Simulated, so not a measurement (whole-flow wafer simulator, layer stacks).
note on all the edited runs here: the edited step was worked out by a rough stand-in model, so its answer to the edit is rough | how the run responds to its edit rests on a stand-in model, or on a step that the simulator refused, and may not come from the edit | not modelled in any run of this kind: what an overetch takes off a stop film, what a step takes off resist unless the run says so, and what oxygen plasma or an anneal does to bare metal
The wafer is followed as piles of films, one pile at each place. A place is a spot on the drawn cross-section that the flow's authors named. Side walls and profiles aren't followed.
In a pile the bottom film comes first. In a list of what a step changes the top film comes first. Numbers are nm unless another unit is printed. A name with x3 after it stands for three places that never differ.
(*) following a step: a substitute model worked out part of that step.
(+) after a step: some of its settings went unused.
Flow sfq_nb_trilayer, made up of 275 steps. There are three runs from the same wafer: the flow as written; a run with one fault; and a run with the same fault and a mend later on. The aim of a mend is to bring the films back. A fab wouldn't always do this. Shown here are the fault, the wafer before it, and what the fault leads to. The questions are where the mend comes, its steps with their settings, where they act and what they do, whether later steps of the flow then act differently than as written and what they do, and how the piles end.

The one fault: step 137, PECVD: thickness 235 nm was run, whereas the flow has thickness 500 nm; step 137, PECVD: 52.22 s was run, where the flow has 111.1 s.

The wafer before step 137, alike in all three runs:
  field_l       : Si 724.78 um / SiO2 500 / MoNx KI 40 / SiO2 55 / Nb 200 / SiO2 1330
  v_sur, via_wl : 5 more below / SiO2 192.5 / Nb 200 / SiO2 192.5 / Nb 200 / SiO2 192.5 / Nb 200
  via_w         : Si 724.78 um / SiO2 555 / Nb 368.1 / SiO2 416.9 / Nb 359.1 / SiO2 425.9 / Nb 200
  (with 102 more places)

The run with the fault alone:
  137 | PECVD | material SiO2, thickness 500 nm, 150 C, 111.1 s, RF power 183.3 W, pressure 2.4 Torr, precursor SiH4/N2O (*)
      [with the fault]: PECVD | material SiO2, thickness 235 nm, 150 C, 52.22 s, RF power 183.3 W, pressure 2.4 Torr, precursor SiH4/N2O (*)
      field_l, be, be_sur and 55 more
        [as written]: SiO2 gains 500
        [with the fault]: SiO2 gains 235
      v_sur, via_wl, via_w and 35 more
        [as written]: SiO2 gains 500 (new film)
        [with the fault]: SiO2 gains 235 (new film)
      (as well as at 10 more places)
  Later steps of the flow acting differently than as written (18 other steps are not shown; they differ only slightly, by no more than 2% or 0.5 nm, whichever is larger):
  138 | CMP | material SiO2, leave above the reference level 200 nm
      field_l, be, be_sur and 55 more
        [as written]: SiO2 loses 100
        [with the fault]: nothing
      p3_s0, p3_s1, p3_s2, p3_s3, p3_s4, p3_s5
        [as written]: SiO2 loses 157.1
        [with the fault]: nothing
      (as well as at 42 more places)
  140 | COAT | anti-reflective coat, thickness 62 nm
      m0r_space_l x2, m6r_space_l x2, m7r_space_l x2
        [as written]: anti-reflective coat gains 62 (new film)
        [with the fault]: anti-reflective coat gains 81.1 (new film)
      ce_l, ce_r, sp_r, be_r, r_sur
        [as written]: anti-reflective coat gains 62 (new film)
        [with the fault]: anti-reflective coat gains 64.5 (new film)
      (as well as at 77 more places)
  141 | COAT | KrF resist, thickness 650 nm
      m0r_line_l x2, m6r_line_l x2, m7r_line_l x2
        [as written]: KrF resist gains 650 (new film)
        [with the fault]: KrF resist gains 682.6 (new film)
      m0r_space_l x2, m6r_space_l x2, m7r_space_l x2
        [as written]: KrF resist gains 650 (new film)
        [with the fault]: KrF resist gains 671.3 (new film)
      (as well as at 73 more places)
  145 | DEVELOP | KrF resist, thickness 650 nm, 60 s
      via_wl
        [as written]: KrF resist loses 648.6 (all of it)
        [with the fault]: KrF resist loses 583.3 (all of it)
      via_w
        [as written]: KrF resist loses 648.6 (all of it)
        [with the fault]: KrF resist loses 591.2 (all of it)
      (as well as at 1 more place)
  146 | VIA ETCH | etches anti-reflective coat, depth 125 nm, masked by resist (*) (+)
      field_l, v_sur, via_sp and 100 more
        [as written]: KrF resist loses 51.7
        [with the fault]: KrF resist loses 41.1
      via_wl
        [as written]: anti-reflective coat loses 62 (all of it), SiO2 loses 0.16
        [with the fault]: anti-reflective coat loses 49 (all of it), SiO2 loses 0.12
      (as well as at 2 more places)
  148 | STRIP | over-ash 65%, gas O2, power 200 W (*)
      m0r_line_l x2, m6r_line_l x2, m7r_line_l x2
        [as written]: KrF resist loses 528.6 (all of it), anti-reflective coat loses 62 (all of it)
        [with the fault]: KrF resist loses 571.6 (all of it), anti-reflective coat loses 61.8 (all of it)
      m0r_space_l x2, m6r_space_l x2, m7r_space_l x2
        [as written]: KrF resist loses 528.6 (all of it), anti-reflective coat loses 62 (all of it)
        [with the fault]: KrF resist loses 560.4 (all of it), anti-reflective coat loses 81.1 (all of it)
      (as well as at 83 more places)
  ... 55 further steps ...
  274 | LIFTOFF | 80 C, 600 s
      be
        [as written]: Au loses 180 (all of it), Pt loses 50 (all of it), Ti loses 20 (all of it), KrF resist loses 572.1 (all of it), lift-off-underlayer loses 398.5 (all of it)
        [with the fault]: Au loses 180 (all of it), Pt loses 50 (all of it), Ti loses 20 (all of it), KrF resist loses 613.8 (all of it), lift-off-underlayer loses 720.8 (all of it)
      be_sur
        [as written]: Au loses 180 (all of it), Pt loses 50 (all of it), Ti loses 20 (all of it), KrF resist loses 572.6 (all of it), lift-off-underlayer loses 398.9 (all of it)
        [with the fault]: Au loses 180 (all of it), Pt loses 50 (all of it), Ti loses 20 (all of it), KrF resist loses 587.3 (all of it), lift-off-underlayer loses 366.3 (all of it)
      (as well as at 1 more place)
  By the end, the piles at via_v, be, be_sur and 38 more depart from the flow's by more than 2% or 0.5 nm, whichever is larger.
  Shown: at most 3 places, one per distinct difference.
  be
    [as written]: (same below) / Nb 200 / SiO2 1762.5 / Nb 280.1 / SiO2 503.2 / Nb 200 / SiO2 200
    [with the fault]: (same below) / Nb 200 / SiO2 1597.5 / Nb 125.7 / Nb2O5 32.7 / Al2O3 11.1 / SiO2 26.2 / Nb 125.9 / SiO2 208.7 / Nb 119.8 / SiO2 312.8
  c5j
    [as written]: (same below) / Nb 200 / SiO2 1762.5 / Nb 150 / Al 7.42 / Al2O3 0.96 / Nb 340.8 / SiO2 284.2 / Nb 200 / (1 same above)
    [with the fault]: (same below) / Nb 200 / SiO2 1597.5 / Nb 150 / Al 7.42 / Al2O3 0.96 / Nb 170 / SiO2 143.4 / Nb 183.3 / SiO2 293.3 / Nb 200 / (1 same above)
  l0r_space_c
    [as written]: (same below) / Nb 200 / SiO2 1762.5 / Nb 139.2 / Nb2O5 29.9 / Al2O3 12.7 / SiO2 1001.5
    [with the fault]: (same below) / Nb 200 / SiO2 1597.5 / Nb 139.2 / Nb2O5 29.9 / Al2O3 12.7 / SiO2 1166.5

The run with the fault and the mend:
  After step 137 comes the mend.
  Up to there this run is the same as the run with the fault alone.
  137a | PECVD | material SiO2, thickness 265 nm, 150 C, 58.89 s, RF power 183.3 W, pressure 2.4 Torr, precursor SiH4/N2O (*) (the flow's step 137, run once more with other settings)
      field_l, v_sur, via_wl and 99 more
        SiO2 gains 265
      lsp_r, l0_sur, l0v
        SiO2 gains 260.9
      via_v
        SiO2 gains 273.5
  Later steps of the flow acting differently than as written:
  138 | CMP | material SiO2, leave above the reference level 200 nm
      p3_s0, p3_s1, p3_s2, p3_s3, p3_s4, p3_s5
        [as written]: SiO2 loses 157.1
        [with the mend]: SiO2 loses 100
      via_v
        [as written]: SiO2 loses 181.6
        [with the mend]: SiO2 loses 42.6
  By the end, the piles equal the flow's at every place that both follow.
